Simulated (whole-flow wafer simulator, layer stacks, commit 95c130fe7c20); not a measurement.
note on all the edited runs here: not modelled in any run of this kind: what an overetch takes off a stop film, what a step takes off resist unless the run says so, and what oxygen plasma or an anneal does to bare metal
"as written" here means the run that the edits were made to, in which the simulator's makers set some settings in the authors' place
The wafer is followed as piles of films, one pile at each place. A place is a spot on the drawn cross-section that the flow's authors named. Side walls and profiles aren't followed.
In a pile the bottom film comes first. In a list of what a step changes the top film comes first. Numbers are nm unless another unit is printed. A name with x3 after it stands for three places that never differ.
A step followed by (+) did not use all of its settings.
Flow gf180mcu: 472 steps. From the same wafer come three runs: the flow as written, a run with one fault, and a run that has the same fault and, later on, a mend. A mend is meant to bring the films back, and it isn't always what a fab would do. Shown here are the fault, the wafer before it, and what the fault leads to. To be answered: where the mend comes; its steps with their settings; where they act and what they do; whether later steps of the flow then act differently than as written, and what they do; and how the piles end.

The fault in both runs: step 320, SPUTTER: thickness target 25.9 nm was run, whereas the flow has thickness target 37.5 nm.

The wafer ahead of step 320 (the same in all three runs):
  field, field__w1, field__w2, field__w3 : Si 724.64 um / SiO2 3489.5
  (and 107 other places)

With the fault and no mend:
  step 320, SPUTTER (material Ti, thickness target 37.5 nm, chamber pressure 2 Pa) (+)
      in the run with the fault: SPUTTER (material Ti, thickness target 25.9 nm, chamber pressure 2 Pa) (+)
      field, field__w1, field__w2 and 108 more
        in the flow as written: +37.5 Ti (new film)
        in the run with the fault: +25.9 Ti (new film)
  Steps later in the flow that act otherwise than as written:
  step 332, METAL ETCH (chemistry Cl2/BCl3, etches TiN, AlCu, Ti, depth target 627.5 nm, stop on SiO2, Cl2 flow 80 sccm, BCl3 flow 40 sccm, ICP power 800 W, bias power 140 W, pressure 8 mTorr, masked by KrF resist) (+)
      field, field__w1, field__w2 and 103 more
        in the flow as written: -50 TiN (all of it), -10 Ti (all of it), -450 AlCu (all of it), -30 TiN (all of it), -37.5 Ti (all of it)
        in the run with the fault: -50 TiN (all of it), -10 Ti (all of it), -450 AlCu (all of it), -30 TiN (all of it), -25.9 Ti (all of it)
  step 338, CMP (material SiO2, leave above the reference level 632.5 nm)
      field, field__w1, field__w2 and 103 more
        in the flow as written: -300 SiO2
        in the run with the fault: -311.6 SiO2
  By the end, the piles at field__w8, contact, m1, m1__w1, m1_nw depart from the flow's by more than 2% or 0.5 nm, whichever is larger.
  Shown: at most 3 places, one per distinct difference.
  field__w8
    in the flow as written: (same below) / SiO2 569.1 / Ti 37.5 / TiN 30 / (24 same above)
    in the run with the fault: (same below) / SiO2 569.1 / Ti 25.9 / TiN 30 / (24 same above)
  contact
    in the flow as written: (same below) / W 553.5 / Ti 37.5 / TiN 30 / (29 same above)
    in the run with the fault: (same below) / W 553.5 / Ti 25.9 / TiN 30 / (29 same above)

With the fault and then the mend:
  After step 320 comes the mend.
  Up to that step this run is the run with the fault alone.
  step 320a, SPUTTER (material Ti, thickness target 11.6 nm, chamber pressure 2 Pa) (+) (the flow's step 320, run once more with other settings)
      field, field__w1, field__w2 and 108 more
        +11.6 Ti
  Later steps of the flow that are run all act as written at every place that is followed.
  By the end, the piles equal the flow's at every place that both follow.
